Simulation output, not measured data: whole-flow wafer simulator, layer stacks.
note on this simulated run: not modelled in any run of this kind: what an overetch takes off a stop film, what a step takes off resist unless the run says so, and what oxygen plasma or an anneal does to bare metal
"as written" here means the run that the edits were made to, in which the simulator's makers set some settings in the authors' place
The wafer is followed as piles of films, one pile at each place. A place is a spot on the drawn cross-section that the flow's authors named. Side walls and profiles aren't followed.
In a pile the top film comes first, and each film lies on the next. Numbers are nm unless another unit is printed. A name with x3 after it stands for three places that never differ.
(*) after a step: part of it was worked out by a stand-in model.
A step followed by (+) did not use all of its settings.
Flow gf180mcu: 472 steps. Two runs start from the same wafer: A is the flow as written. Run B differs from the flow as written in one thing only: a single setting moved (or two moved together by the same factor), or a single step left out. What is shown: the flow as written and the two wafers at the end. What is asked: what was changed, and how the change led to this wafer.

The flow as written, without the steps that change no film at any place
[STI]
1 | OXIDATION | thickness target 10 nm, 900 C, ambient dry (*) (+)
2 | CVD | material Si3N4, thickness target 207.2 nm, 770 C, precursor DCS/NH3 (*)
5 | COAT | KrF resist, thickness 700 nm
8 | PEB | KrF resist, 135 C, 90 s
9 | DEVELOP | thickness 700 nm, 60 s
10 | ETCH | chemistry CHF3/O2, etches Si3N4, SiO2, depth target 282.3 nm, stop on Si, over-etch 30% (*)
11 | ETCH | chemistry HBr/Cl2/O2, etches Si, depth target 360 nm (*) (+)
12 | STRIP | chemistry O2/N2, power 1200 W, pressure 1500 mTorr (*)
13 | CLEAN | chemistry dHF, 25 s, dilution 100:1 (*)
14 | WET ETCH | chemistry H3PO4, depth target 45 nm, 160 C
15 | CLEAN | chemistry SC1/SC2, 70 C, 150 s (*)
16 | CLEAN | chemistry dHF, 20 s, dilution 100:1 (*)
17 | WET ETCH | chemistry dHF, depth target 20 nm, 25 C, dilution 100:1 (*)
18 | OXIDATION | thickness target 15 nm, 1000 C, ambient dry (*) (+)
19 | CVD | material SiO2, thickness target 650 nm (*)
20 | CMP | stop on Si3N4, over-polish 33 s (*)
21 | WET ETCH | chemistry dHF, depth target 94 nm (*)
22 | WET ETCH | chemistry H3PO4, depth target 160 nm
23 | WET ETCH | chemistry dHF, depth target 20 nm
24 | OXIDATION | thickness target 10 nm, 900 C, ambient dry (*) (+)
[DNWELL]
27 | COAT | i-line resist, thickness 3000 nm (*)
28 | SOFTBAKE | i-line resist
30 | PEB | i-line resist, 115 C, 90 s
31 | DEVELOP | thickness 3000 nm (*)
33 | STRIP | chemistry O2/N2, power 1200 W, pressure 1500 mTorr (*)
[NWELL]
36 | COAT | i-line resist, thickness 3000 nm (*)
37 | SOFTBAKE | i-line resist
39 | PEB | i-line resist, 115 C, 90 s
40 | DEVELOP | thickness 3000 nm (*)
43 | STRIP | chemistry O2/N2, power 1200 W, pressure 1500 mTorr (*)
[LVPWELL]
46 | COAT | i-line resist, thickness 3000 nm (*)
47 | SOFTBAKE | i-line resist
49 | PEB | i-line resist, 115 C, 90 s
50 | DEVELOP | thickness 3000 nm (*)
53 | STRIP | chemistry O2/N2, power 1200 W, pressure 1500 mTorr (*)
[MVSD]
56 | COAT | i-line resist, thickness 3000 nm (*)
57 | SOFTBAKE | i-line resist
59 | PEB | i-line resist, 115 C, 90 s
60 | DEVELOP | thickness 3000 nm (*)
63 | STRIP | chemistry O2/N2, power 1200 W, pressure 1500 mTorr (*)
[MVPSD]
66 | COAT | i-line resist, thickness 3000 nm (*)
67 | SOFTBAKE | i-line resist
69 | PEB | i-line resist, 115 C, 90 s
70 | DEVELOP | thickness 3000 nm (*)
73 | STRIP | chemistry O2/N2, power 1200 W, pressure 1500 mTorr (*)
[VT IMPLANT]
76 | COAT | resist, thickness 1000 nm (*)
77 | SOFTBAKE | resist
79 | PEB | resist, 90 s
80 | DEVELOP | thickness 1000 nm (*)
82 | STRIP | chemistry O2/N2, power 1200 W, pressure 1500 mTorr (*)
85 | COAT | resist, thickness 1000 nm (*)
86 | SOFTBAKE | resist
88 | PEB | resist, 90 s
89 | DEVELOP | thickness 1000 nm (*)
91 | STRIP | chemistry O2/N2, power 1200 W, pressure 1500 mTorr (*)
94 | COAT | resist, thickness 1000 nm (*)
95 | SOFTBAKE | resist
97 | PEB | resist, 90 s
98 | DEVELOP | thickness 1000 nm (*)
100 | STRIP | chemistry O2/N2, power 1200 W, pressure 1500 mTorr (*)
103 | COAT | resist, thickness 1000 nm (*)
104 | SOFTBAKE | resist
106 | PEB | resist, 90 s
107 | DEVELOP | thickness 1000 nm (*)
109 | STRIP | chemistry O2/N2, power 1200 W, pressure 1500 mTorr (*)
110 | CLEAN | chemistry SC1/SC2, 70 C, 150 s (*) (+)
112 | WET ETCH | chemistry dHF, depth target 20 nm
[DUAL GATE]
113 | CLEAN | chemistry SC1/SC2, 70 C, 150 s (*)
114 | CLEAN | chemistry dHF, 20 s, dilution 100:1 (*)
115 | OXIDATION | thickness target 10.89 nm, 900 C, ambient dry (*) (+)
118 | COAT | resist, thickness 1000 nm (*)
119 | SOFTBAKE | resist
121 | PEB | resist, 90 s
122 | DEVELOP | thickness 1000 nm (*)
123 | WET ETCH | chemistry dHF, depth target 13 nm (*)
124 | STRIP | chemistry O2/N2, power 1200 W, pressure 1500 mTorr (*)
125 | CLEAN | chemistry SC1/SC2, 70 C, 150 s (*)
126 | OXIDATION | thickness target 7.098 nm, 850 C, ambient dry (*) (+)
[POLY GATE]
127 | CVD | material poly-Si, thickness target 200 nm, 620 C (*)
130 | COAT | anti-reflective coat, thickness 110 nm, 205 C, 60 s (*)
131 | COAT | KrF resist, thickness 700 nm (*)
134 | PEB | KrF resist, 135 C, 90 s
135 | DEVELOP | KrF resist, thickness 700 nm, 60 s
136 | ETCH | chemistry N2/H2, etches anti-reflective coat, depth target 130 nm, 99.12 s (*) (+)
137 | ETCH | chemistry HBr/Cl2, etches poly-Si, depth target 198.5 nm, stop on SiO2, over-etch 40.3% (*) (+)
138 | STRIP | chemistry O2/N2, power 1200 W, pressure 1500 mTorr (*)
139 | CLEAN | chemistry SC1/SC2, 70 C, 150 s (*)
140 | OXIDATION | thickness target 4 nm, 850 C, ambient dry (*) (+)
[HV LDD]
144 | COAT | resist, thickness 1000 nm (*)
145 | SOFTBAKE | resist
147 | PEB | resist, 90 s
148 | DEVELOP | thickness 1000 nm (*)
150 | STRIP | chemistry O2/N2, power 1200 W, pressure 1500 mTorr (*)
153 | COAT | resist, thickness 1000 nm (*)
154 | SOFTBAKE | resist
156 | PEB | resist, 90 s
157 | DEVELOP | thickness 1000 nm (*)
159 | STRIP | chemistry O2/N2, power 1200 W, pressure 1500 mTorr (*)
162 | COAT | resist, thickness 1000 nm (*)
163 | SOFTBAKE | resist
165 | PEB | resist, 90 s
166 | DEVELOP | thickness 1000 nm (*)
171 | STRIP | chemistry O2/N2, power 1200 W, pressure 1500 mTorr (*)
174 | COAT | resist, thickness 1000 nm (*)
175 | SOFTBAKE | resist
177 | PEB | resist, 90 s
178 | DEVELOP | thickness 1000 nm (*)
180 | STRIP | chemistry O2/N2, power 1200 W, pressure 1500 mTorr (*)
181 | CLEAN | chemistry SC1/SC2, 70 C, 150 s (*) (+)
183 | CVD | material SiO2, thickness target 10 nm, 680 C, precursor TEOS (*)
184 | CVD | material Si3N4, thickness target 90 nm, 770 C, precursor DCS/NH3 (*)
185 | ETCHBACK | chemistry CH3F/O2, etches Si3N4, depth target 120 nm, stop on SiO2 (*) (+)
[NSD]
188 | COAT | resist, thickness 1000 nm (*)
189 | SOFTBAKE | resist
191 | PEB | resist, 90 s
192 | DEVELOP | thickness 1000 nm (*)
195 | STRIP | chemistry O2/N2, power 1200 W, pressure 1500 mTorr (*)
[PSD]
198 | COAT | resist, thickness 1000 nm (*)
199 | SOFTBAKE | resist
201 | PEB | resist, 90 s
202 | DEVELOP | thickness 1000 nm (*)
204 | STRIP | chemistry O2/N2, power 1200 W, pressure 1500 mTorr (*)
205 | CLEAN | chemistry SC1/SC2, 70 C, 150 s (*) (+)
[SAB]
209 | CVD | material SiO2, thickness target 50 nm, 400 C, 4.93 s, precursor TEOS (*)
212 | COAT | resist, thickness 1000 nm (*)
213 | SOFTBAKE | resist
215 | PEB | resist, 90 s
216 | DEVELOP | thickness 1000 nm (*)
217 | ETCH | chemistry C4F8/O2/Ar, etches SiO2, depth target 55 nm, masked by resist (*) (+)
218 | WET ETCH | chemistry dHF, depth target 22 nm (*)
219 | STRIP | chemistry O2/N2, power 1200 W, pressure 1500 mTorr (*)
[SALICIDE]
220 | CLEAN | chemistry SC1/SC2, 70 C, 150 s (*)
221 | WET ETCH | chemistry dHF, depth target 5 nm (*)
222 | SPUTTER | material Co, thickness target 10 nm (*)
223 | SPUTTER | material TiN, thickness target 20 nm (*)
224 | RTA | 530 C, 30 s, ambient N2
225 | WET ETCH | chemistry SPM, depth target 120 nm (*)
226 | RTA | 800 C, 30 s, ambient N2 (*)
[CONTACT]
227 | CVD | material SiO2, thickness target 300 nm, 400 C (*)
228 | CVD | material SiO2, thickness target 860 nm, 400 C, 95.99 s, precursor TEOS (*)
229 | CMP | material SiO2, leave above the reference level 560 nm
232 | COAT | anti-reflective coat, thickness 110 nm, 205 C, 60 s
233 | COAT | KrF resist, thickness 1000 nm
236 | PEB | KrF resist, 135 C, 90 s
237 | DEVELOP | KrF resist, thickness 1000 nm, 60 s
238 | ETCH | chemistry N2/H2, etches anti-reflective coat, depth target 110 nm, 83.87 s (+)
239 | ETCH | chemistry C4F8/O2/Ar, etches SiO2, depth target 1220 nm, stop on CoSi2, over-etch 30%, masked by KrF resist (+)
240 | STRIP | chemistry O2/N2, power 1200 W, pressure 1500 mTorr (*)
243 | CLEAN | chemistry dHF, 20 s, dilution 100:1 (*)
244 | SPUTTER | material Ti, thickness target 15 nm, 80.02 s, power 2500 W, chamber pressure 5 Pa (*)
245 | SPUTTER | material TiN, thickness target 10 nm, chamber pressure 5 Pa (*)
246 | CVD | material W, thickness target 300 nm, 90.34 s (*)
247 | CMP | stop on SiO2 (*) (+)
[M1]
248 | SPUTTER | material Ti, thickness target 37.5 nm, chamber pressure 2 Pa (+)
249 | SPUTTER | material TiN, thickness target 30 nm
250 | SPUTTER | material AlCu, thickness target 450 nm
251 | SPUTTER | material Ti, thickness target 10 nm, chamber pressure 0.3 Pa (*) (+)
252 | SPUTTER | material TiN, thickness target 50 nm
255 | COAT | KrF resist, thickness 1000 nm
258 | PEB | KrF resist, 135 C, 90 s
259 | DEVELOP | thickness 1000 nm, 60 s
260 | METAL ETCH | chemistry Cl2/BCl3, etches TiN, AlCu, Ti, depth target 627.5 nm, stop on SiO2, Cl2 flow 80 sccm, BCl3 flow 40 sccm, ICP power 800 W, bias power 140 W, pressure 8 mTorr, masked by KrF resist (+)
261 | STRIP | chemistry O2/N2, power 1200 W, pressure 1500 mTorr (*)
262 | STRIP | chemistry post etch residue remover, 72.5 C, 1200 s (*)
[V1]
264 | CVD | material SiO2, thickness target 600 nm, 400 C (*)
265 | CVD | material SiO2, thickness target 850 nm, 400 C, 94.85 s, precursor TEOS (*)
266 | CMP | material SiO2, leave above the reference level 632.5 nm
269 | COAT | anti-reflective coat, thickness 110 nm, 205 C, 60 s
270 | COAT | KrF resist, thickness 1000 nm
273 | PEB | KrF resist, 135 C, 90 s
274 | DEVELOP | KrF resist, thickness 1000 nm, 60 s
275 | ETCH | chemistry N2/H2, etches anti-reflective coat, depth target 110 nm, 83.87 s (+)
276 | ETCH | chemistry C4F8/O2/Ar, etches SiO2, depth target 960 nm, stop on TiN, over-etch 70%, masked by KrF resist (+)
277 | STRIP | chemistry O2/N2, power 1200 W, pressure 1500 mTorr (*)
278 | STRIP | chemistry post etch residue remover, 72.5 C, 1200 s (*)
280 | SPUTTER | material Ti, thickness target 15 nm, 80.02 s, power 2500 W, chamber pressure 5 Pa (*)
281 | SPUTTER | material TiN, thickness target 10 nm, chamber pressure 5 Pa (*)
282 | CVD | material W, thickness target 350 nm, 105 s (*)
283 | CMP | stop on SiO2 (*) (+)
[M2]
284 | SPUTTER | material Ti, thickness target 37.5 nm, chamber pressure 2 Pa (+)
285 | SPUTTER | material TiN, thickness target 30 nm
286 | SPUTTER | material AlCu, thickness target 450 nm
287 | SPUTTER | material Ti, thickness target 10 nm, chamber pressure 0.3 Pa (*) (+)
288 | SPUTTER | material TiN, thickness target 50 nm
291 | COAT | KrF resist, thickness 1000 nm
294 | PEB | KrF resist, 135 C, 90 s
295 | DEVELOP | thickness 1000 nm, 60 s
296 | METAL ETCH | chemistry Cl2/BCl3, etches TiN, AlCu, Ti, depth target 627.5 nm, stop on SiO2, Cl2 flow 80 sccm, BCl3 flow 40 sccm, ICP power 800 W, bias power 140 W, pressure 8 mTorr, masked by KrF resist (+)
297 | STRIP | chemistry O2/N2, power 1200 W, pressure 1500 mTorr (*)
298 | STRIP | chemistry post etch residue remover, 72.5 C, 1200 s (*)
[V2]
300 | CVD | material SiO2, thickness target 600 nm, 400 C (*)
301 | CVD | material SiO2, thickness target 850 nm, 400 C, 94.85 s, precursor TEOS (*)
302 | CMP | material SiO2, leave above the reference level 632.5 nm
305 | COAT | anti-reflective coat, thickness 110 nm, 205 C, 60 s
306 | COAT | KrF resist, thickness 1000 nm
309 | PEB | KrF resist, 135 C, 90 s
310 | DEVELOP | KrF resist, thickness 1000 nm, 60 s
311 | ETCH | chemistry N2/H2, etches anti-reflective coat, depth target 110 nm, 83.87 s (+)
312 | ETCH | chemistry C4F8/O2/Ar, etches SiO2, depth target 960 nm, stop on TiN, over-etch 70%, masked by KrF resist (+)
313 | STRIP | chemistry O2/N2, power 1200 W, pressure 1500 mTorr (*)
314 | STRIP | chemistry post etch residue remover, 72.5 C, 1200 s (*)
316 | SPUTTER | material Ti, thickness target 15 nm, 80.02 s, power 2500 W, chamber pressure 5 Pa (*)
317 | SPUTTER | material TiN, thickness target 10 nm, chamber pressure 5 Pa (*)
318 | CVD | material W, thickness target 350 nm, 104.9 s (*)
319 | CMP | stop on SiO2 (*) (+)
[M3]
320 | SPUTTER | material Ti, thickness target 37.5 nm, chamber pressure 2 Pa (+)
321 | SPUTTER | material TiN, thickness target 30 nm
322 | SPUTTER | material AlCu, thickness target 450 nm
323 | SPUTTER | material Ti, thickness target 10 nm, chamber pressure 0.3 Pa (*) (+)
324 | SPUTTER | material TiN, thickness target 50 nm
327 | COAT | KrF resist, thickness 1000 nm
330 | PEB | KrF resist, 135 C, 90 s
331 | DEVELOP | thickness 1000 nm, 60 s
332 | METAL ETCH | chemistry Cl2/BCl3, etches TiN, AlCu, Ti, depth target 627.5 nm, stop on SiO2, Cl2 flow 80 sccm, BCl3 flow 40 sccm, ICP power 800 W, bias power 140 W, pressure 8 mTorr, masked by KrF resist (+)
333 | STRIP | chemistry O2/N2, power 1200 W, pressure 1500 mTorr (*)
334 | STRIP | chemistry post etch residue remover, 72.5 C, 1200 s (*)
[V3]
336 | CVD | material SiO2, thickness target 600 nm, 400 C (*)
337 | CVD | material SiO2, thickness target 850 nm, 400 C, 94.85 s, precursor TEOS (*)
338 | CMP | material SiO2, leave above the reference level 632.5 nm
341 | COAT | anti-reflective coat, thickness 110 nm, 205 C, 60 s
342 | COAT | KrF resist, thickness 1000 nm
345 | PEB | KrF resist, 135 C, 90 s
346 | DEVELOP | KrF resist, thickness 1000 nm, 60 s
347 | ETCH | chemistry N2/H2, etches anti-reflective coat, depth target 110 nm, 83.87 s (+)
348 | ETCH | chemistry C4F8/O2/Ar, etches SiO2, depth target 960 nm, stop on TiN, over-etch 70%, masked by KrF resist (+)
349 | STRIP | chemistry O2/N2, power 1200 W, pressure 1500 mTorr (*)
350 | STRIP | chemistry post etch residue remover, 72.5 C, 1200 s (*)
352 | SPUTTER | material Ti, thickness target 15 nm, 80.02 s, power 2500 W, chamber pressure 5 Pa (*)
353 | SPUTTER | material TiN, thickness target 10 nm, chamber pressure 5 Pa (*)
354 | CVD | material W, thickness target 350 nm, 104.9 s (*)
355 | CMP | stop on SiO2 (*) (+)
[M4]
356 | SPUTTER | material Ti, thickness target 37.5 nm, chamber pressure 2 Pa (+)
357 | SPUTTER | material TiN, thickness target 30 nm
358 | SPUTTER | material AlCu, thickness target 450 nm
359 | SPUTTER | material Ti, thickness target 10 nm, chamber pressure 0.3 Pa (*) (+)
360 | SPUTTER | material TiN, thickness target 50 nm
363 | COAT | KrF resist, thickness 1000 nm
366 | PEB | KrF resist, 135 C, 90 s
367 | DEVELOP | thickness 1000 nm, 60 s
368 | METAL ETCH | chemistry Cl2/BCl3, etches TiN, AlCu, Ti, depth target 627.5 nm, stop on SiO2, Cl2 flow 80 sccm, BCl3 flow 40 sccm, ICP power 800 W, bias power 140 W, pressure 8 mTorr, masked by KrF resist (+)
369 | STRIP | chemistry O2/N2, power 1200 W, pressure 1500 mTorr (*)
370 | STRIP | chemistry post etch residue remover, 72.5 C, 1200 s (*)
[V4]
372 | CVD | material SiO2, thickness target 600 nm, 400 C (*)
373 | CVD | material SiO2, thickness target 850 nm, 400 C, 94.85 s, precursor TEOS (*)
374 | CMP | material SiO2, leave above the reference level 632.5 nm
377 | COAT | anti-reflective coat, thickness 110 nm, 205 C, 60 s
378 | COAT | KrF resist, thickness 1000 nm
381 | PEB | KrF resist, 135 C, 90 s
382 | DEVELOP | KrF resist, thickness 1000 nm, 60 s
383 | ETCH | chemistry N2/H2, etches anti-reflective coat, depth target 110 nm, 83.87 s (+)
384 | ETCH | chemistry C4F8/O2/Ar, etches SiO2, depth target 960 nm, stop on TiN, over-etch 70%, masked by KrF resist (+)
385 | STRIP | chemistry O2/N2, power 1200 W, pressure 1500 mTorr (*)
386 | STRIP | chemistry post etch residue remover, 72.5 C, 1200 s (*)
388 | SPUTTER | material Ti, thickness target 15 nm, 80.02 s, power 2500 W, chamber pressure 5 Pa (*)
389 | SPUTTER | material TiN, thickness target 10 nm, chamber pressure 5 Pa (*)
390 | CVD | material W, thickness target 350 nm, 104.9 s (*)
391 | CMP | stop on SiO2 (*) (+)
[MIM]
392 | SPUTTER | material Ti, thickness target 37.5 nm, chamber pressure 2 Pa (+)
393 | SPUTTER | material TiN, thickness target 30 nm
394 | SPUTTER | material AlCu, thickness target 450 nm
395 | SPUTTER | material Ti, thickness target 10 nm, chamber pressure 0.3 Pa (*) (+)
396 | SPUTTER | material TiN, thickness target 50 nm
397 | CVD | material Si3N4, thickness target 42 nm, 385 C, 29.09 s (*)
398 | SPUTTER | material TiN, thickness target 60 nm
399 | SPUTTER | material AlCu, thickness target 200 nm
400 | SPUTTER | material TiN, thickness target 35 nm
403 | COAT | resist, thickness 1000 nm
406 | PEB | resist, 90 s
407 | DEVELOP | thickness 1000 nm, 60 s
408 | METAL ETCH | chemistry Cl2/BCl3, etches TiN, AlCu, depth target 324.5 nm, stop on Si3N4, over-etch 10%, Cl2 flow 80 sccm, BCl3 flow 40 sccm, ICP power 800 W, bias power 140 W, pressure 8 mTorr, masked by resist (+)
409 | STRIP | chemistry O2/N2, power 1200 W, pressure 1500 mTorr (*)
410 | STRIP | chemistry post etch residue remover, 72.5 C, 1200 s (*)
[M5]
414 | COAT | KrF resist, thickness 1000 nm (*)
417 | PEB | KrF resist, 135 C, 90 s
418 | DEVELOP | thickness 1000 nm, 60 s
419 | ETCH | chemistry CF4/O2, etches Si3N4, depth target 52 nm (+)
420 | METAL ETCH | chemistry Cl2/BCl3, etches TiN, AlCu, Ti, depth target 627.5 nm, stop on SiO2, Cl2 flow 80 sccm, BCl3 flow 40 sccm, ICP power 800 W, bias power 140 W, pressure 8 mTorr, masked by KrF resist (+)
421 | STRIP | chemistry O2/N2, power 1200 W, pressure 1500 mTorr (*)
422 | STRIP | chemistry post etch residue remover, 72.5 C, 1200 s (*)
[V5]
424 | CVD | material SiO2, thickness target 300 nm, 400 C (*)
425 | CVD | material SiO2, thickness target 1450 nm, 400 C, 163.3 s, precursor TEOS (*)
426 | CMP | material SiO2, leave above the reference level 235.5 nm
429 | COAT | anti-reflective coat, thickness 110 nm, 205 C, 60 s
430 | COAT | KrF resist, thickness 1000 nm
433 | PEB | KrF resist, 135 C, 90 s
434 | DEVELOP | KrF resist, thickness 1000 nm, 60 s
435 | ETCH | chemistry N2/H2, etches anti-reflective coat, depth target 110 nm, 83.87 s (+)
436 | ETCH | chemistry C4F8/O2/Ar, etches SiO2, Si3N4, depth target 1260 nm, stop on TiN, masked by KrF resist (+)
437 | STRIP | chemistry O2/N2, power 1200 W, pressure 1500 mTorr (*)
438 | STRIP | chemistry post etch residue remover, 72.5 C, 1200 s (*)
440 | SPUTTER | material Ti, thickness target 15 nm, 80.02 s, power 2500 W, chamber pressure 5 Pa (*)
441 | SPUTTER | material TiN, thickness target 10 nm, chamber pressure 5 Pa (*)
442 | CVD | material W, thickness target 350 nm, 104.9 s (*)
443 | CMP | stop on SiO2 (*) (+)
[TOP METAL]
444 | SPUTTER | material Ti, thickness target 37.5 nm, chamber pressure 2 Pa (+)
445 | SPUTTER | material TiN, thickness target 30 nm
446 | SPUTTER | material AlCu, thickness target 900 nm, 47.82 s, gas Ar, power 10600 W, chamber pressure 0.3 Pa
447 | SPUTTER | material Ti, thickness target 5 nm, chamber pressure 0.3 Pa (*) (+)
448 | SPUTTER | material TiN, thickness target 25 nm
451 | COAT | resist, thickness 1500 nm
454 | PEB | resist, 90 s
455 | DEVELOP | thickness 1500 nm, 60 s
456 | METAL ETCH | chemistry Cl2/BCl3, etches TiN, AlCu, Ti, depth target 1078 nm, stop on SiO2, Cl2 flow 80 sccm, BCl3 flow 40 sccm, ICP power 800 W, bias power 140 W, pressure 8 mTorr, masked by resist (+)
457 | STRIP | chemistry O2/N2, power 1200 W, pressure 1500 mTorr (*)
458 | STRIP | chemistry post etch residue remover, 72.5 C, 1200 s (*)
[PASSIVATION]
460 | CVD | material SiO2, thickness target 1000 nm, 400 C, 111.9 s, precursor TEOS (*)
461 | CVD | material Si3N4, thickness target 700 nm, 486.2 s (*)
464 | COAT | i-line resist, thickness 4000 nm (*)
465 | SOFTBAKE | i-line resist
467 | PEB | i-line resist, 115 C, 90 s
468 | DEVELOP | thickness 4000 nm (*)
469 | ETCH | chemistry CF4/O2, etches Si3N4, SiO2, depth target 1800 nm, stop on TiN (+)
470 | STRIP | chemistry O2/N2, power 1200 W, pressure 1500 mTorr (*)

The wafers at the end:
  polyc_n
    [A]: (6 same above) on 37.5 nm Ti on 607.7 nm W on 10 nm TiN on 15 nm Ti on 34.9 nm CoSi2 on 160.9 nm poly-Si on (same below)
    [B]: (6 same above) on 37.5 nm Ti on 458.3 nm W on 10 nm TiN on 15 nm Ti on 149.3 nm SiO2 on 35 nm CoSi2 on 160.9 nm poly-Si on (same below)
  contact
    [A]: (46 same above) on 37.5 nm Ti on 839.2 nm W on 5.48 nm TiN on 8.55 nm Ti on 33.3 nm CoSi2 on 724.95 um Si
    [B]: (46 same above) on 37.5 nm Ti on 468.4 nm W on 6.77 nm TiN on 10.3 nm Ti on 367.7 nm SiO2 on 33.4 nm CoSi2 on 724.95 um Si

The reason: step 239, ETCH: depth target 488 nm was run, while the flow as written has depth target 1220 nm.

How this came from the change, step by step:
  239 | ETCH | chemistry C4F8/O2/Ar, etches SiO2, depth target 1220 nm, stop on CoSi2, over-etch 30%, masked by KrF resist (+)
      polyc_n, polyc_p: A -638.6 SiO2 (all of it) | B -488 SiO2
      contact: A -859.2 SiO2 (all of it) | B -488 SiO2
      (and at 108 other places as well)
  240 | STRIP | chemistry O2/N2, power 1200 W, pressure 1500 mTorr (*)
      field, field__w1, field__w2 and 105 more: A -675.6 KrF resist (all of it), -110 anti-reflective coat (all of it) | B -801.3 KrF resist (all of it), -110 anti-reflective coat (all of it)
  243 | CLEAN | chemistry dHF, 20 s, dilution 100:1 (*)
      polyc_n, polyc_p: A -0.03 CoSi2 | B -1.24 SiO2
      contact: A -0.03 CoSi2 | B -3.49 SiO2
  244 | SPUTTER | material Ti, thickness target 15 nm, 80.02 s, power 2500 W, chamber pressure 5 Pa (*)
      contact: A +8.55 Ti (new film) | B +10.3 Ti (new film)
  245 | SPUTTER | material TiN, thickness target 10 nm, chamber pressure 5 Pa (*)
      contact: A +5.48 TiN (new film) | B +6.77 TiN (new film)
  246 | CVD | material W, thickness target 300 nm, 90.34 s (*)
      polyc_n, polyc_p: A +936 W (new film) | B +786.6 W (new film)
      contact: A +1167.5 W (new film) | B +796.7 W (new film)
If metal films that touch count as one body, polyc_n has 2 bodies (between them, from the top down: SiO2 149.3); the flow as written gives 1 body.
If metal films that touch count as one body, contact has 2 bodies (between them, from the top down: SiO2 367.7); the flow as written gives 1 body.
